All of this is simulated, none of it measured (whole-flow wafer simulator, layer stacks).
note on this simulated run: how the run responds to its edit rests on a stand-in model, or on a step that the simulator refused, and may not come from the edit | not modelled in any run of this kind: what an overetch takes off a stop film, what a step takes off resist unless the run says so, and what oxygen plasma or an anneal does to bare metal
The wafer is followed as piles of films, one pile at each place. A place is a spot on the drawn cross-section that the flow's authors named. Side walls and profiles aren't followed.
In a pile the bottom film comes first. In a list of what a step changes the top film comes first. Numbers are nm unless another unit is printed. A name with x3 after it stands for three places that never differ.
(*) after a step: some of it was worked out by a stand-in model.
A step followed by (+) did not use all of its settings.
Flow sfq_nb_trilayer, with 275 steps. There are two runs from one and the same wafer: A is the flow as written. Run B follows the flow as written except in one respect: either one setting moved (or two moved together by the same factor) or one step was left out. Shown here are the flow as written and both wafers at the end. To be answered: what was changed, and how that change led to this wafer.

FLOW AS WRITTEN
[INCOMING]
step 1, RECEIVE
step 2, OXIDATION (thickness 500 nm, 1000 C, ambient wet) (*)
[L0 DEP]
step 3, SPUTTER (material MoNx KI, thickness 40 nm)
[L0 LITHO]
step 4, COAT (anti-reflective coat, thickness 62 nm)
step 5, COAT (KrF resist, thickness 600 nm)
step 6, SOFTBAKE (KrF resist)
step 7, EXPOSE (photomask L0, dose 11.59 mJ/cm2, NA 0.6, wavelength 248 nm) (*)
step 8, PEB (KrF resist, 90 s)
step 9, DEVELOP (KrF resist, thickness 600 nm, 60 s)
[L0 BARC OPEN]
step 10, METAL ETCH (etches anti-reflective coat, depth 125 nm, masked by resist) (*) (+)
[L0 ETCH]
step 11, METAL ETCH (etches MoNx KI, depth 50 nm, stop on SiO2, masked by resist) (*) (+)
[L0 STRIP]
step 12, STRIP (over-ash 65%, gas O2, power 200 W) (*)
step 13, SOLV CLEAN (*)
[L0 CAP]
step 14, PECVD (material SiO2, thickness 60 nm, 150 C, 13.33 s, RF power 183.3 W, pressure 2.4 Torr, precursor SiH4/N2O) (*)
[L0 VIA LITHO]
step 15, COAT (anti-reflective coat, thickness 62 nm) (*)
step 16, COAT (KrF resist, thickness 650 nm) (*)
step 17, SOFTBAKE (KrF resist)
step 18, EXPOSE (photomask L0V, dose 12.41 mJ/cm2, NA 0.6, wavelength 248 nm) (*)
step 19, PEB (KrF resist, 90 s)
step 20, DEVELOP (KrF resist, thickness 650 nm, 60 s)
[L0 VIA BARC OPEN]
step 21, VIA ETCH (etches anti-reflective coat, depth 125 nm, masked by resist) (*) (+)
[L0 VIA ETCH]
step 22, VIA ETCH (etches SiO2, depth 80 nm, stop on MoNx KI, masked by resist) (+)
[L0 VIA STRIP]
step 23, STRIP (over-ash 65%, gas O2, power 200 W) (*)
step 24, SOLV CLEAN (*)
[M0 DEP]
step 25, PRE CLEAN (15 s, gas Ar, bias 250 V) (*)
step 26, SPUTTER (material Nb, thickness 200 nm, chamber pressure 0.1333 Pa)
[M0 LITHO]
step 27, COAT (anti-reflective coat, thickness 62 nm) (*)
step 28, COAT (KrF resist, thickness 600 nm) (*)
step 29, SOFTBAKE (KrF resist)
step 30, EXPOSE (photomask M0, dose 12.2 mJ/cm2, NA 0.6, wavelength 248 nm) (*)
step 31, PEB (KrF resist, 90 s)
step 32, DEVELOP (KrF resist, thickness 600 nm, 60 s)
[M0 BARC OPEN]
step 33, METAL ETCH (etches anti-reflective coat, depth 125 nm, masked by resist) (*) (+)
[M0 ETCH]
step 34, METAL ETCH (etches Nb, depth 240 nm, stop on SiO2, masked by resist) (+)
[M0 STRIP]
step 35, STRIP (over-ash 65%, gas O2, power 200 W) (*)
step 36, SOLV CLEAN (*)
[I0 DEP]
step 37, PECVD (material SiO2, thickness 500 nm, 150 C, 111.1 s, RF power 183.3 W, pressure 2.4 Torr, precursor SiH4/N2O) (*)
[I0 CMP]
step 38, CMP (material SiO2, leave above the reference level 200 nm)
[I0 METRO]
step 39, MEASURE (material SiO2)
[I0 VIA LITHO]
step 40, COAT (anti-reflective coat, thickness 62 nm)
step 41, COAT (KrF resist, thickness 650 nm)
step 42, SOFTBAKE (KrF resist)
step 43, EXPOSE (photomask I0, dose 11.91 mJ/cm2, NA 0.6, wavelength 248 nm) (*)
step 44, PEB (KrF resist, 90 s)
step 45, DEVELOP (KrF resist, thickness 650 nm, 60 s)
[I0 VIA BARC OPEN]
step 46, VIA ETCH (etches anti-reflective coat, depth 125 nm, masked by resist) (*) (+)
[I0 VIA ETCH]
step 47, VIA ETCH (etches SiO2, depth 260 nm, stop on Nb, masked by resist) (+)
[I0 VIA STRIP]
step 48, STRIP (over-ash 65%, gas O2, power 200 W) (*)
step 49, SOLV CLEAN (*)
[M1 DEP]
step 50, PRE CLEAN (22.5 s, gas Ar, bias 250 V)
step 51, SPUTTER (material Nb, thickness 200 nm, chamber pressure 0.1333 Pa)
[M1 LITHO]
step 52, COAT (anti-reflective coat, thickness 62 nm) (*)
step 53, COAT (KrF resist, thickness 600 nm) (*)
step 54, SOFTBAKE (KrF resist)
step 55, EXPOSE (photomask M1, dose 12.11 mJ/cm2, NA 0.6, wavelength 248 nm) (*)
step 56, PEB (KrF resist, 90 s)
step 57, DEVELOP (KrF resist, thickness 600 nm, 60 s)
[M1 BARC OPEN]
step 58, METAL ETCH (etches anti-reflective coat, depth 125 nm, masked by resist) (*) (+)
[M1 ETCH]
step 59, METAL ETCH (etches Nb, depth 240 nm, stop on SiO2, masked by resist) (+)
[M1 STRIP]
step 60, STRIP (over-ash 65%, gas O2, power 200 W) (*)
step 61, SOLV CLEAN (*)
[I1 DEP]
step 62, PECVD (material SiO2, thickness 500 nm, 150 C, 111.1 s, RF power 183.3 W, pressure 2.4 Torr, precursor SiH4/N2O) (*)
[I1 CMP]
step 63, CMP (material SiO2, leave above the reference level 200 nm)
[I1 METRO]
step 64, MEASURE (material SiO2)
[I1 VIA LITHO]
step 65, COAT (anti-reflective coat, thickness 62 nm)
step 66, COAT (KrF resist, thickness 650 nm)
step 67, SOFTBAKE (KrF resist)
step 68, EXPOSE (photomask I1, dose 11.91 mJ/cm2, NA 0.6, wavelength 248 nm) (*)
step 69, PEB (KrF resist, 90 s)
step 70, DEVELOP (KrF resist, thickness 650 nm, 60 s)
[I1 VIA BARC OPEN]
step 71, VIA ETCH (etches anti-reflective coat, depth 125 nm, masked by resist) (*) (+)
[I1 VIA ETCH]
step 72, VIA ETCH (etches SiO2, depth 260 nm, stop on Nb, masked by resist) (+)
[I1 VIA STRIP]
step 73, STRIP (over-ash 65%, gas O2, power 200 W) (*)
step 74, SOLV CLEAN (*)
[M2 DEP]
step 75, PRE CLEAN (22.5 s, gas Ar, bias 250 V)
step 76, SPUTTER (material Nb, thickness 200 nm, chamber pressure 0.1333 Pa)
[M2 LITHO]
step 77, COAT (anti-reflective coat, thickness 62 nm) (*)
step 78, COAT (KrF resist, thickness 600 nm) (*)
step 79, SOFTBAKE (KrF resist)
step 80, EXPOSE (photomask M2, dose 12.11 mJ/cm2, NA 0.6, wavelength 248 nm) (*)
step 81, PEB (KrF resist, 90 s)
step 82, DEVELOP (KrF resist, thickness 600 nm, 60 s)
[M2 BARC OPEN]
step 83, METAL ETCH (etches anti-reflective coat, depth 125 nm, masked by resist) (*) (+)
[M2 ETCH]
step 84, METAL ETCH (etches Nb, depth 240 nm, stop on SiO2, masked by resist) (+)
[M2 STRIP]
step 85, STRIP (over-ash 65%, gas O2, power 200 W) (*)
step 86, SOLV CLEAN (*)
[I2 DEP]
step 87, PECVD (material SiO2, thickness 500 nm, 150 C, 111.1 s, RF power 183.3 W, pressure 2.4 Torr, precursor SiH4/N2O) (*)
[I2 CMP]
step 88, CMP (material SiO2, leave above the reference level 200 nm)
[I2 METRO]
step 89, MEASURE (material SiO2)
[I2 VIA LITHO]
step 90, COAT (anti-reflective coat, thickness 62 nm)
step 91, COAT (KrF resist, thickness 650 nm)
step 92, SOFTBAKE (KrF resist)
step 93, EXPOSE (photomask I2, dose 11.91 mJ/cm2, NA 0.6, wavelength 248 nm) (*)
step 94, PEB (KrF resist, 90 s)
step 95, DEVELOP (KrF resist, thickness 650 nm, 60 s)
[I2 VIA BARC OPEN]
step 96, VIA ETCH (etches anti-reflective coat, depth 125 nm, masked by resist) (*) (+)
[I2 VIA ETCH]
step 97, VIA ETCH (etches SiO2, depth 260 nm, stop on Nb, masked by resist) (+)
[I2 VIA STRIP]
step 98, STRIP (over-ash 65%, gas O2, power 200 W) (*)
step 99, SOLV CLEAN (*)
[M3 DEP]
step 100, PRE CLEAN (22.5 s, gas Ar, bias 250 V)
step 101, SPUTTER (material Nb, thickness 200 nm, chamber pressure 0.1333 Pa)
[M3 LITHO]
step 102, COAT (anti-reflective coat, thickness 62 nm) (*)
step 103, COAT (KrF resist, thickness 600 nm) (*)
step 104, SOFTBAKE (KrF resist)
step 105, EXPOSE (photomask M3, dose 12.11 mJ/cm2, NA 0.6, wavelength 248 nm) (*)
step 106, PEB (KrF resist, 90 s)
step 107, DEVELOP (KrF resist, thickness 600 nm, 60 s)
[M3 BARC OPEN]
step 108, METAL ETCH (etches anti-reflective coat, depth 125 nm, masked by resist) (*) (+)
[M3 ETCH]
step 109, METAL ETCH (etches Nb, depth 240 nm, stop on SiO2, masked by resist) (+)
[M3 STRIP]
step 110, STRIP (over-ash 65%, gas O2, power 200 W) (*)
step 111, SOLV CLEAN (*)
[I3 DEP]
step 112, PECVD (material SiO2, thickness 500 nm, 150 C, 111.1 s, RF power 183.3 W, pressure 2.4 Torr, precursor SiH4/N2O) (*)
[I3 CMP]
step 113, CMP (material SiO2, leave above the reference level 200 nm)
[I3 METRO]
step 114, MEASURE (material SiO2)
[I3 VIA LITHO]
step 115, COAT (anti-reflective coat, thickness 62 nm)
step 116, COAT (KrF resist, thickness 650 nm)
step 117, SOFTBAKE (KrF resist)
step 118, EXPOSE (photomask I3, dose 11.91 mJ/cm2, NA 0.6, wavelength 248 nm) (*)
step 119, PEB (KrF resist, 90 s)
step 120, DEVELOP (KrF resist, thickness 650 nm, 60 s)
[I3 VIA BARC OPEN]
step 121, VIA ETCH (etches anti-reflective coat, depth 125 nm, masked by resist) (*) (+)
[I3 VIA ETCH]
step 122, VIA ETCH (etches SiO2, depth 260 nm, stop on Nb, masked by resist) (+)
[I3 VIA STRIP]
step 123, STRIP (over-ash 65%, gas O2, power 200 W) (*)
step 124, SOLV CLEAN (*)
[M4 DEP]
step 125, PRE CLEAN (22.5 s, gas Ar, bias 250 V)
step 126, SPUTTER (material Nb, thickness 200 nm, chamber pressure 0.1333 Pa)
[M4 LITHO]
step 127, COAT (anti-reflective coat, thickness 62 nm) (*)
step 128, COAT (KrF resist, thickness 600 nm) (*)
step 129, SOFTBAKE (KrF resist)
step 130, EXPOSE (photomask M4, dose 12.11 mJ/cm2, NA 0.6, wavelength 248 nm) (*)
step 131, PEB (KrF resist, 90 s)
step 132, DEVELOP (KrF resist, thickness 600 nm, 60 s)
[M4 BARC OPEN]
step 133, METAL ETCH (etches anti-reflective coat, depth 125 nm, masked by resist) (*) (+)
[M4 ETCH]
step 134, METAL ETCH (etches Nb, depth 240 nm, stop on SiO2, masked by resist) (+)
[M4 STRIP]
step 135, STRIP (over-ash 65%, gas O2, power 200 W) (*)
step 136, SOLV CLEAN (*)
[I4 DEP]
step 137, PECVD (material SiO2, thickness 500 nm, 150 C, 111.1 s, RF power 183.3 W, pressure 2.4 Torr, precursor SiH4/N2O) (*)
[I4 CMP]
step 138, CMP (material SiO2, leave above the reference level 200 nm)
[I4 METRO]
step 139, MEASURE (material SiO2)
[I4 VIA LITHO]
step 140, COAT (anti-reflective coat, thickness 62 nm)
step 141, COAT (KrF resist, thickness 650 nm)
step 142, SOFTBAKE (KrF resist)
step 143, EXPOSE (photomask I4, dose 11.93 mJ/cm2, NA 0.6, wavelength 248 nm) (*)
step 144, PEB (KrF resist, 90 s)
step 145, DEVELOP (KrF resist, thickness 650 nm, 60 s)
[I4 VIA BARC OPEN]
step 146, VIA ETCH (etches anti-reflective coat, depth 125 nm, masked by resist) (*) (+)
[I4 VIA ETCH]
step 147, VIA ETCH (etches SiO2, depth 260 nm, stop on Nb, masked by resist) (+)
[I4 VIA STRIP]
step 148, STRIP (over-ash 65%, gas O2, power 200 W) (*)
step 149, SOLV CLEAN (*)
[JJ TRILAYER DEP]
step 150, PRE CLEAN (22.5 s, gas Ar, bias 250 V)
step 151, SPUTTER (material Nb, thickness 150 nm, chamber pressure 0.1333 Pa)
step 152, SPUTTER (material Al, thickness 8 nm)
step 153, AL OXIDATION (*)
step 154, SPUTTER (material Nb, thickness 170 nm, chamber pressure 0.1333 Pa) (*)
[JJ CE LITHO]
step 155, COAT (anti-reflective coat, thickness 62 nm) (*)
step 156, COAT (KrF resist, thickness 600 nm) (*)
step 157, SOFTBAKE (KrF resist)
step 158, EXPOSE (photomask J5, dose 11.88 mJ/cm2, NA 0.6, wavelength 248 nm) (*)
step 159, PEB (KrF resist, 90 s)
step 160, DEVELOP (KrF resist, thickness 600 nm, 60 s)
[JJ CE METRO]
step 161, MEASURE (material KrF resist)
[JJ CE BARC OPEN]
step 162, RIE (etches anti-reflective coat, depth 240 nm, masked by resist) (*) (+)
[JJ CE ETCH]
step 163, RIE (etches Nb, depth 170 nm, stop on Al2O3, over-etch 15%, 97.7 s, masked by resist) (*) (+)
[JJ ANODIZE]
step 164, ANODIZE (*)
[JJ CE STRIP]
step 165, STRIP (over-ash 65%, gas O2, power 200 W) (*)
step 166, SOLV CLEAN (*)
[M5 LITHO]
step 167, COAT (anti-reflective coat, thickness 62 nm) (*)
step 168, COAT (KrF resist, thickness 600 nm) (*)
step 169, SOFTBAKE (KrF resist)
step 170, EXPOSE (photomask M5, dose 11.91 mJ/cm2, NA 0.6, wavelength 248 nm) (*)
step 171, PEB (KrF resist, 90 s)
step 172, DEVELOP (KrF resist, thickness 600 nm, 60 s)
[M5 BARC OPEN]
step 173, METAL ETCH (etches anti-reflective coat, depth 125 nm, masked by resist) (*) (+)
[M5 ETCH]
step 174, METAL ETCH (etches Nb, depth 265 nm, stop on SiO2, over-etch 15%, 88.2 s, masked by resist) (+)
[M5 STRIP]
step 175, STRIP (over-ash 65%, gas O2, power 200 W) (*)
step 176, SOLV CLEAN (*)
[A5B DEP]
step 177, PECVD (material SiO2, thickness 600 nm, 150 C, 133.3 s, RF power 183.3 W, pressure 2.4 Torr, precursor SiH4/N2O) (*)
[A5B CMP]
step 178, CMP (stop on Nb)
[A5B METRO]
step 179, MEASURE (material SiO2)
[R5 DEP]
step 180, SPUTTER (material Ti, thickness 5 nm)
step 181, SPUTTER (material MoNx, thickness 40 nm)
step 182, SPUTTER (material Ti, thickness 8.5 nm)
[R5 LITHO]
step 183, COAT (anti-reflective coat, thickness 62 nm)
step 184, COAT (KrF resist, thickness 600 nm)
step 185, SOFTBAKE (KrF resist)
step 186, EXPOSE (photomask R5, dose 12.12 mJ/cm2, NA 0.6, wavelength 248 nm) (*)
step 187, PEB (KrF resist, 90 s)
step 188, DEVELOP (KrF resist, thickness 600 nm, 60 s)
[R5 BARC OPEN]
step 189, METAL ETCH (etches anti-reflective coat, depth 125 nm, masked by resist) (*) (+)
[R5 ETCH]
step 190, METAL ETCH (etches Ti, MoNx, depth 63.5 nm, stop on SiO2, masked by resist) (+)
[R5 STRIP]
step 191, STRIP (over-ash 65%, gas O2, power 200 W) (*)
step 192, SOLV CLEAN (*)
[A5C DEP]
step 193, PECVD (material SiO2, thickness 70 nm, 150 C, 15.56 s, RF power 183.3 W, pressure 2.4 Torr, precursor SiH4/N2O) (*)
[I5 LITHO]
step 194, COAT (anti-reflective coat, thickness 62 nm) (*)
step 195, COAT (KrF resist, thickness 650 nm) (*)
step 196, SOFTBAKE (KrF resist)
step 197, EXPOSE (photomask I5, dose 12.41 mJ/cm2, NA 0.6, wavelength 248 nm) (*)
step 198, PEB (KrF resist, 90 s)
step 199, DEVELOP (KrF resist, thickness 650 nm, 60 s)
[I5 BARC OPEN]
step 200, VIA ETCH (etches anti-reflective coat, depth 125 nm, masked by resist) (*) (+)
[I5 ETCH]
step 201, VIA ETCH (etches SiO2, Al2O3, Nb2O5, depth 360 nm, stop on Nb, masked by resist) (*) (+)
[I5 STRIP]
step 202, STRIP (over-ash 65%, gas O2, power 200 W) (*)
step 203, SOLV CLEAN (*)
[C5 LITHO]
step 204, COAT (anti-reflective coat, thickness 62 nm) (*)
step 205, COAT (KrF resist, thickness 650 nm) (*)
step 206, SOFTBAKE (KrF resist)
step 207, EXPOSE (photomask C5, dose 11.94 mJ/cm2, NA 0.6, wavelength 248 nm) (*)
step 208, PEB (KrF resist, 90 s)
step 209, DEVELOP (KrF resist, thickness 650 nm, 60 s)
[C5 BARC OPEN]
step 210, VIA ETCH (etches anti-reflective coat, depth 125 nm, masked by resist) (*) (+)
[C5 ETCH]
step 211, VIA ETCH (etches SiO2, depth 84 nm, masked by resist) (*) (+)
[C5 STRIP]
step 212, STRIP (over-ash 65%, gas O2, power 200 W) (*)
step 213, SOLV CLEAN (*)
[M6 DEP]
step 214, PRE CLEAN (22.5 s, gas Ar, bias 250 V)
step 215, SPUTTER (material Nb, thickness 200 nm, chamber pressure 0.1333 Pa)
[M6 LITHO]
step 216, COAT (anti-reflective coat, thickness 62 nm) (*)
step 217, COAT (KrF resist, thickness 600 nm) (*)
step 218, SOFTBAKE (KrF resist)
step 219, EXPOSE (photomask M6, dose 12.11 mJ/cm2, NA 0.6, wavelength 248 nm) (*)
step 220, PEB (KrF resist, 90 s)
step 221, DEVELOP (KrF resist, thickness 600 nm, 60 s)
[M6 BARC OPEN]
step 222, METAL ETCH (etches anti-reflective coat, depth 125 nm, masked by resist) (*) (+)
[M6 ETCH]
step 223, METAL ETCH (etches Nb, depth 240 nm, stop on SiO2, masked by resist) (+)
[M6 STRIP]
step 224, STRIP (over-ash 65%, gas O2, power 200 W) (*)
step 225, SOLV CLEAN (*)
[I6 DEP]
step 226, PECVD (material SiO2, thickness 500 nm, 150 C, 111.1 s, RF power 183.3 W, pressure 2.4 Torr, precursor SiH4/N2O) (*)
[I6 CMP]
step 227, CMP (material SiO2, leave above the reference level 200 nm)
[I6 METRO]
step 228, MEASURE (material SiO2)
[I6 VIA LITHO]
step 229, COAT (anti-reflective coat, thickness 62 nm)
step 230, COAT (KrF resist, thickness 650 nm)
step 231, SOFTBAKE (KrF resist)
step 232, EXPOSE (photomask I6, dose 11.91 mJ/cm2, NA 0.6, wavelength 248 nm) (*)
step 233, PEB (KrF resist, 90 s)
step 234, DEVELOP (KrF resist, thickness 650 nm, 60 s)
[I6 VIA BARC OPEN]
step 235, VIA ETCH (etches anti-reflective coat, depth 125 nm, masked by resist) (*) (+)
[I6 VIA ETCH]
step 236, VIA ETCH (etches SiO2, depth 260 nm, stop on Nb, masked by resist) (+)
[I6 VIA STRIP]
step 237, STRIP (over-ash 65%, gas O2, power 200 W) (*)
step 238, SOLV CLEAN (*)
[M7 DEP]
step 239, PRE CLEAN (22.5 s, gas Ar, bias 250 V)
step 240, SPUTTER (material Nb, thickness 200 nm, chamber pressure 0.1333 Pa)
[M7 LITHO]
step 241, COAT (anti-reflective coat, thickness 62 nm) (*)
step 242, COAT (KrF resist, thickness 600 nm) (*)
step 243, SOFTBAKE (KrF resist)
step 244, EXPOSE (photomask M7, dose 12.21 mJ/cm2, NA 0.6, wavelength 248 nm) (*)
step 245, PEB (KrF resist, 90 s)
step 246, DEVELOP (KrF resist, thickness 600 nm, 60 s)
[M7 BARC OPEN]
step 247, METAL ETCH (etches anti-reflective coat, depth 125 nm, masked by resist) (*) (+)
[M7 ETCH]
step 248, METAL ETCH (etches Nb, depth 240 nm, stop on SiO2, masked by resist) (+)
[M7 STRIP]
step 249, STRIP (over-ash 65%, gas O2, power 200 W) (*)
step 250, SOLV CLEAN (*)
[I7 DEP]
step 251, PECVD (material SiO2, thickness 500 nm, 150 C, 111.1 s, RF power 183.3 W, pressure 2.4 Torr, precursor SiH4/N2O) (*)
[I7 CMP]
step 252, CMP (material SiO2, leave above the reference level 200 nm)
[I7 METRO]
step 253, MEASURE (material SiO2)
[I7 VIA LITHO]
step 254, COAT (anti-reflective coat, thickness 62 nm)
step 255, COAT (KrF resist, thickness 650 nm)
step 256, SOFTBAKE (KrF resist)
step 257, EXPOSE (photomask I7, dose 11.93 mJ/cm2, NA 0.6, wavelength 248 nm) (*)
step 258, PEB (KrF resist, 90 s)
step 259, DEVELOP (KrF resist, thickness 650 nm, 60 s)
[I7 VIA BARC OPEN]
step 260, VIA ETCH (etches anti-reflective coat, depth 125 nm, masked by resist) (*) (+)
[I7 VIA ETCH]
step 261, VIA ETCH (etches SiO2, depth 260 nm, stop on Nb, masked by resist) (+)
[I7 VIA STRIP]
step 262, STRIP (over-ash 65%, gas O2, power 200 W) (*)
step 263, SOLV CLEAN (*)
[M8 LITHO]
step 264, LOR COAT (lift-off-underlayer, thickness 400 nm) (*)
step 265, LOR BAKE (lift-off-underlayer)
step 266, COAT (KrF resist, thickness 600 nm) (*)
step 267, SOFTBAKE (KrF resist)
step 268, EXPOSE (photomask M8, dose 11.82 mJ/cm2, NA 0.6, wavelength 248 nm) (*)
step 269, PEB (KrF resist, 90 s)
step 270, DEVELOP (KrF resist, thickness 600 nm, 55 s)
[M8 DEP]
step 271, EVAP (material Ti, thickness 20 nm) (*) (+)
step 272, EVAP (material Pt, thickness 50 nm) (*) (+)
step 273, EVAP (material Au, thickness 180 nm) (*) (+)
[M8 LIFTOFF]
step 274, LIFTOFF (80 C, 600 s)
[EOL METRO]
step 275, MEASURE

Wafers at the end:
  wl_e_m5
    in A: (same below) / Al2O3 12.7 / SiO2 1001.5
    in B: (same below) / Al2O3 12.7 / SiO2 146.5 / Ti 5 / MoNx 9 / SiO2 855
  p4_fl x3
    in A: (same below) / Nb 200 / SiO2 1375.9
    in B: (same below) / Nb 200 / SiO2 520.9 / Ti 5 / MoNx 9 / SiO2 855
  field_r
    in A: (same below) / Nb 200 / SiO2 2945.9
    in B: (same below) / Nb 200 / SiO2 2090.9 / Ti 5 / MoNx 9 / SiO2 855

The reason: step 181, SPUTTER: thickness 64 nm was run, though the flow has thickness 40 nm.

How this came from the change, step by step:
  step 181, SPUTTER (material MoNx, thickness 40 nm)
      field_l, v_sur, via_wl and 103 more: A MoNx gains 40 (new film) | B MoNx gains 64 (new film)
  step 190, METAL ETCH (etches Ti, MoNx, depth 63.5 nm, stop on SiO2, masked by resist) (+)
      field_l, v_sur, via_wl and 92 more: A Ti loses 8.5 (all of it), MoNx loses 40 (all of it), Ti loses 5 (all of it) | B Ti loses 8.5 (all of it), MoNx loses 55
      ce_l, c5j, ce_r, wl_jj: A Ti loses 8.5 (all of it), MoNx loses 40 (all of it), Ti loses 5 (all of it), Nb loses 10 | B Ti loses 8.5 (all of it), MoNx loses 55
  step 193, PECVD (material SiO2, thickness 70 nm, 150 C, 15.56 s, RF power 183.3 W, pressure 2.4 Torr, precursor SiH4/N2O) (*)
      field_l, v_sur, via_wl and 92 more: A SiO2 gains 70 | B SiO2 gains 70 (new film)
  step 194, COAT (anti-reflective coat, thickness 62 nm) (*)
      wl_j_sl, wl_j_sr: A anti-reflective coat gains 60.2 (new film) | B anti-reflective coat gains 62 (new film)
      r5r_spacepad_l, r5r_spacepad_r: A anti-reflective coat gains 84.4 (new film) | B anti-reflective coat gains 88.7 (new film)
      (and at 12 other places as well)
  step 201, VIA ETCH (etches SiO2, Al2O3, Nb2O5, depth 360 nm, stop on Nb, masked by resist) (*) (+)
      be: A SiO2 loses 216.4 (all of it), Al2O3 loses 12.7 (all of it), Nb2O5 loses 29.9 (all of it) | B SiO2 loses 69.8 (all of it), MoNx loses 9 (all of it), Ti loses 5 (all of it), SiO2 loses 146.5 (all of it), Al2O3 loses 12.7 (all of it), Nb2O5 loses 29.9 (all of it)
  step 202, STRIP (over-ash 65%, gas O2, power 200 W) (*)
      wl_j_sl, wl_j_sr: A KrF resist loses 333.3 (all of it), anti-reflective coat loses 60.2 (all of it) | B KrF resist loses 333 (all of it), anti-reflective coat loses 62 (all of it)
      r5r_spacepad_l, r5r_spacepad_r: A KrF resist loses 335.6 (all of it), anti-reflective coat loses 84.4 (all of it) | B KrF resist loses 335.9 (all of it), anti-reflective coat loses 88.7 (all of it)
      (and at 12 other places as well)
  step 204, COAT (anti-reflective coat, thickness 62 nm) (*)
      wl_j_sl, wl_j_sr: A anti-reflective coat gains 60.2 (new film) | B anti-reflective coat gains 62 (new film)
      r5r_spacepad_l, r5r_spacepad_r: A anti-reflective coat gains 84.4 (new film) | B anti-reflective coat gains 88.7 (new film)
      (and at 12 other places as well)
  step 210, VIA ETCH (etches anti-reflective coat, depth 125 nm, masked by resist) (*) (+)
      c5j: A anti-reflective coat loses 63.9 (all of it), SiO2 loses 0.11 | B anti-reflective coat loses 61.2 (all of it), SiO2 loses 0.11
  step 211, VIA ETCH (etches SiO2, depth 84 nm, masked by resist) (*) (+)
      c5j: A SiO2 loses 69.9 (all of it), Nb loses 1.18 | B SiO2 loses 69.9 (all of it)
  step 212, STRIP (over-ash 65%, gas O2, power 200 W) (*)
      wl_j_sl, wl_j_sr: A KrF resist loses 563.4 (all of it), anti-reflective coat loses 60.2 (all of it) | B KrF resist loses 564 (all of it), anti-reflective coat loses 62 (all of it)
      r5r_spacepad_l, r5r_spacepad_r: A KrF resist loses 565.8 (all of it), anti-reflective coat loses 84.4 (all of it) | B KrF resist loses 566.9 (all of it), anti-reflective coat loses 88.7 (all of it)
      (and at 11 other places as well)
  step 214, PRE CLEAN (22.5 s, gas Ar, bias 250 V)
      c5j: A Nb loses 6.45 | B MoNx loses 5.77
  step 215, SPUTTER (material Nb, thickness 200 nm, chamber pressure 0.1333 Pa)
      c5j: A Nb gains 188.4 | B Nb gains 189.1 (new film)
      be: A Nb gains 147.3 | B Nb gains 144.2
  step 216, COAT (anti-reflective coat, thickness 62 nm) (*)
      r5r_line_l, r5r_line_c, r5r_line_r: A anti-reflective coat gains 50 (new film) | B anti-reflective coat gains 48.6 (new film)
      wl_j_sl, wl_j_sr: A anti-reflective coat gains 60.2 (new film) | B anti-reflective coat gains 62 (new film)
      (and at 12 other places as well)
  step 222, METAL ETCH (etches anti-reflective coat, depth 125 nm, masked by resist) (*) (+)
      r5r_line_l, r5r_line_c, r5r_line_r: A anti-reflective coat loses 50 (all of it) | B anti-reflective coat loses 48.6 (all of it)
      r5r_spacepad_l, r5r_spacepad_r: A anti-reflective coat loses 85.7 (all of it) | B anti-reflective coat loses 90.7 (all of it)
      (and at 1 other place as well)
  step 224, STRIP (over-ash 65%, gas O2, power 200 W) (*)
      wl_j_sl, wl_j_sr: A KrF resist loses 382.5 (all of it), anti-reflective coat loses 60.2 (all of it) | B KrF resist loses 382.4 (all of it), anti-reflective coat loses 62 (all of it)
      be: A KrF resist loses 575.8 (all of it), anti-reflective coat loses 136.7 (all of it) | B KrF resist loses 588.5 (all of it), anti-reflective coat loses 139.1 (all of it)
      (and at 9 other places as well)
  step 226, PECVD (material SiO2, thickness 500 nm, 150 C, 111.1 s, RF power 183.3 W, pressure 2.4 Torr, precursor SiH4/N2O) (*)
      be: A SiO2 gains 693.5 (new film) | B SiO2 gains 710.6 (new film)
  step 227, CMP (material SiO2, leave above the reference level 200 nm)
      r5r_line_l, r5r_spacepad_l, r5r_spacepad_r, r5r_line_c, r5r_line_r: A SiO2 loses 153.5 | B SiO2 loses 163.5
      ce_l, ce_r, wl_jj: A SiO2 loses 290 | B SiO2 loses 300
      (and at 5 other places as well)
Taking metal films that touch as one body, wl_e_m5 has 7 bodies (between them, from the top down: SiO2 146.5 / Al2O3 12.7 / Nb2O5 29.9; SiO2 192.5; SiO2 192.5; SiO2 192.5; SiO2 192.5; SiO2 192.5); the flow as written gives 6 bodies (between them, from the top down: SiO2 192.5; SiO2 192.5; SiO2 192.5; SiO2 192.5; SiO2 192.5).
Taking metal films that touch as one body, p4_fl x3 has 3 bodies (between them, from the top down: SiO2 520.9; SiO2 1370); the flow as written gives 2 bodies (between them, from the top down: SiO2 1370).
Taking metal films that touch as one body, field_r has 2 bodies (between them, from the top down: SiO2 2090.9); the flow as written gives 1 body.
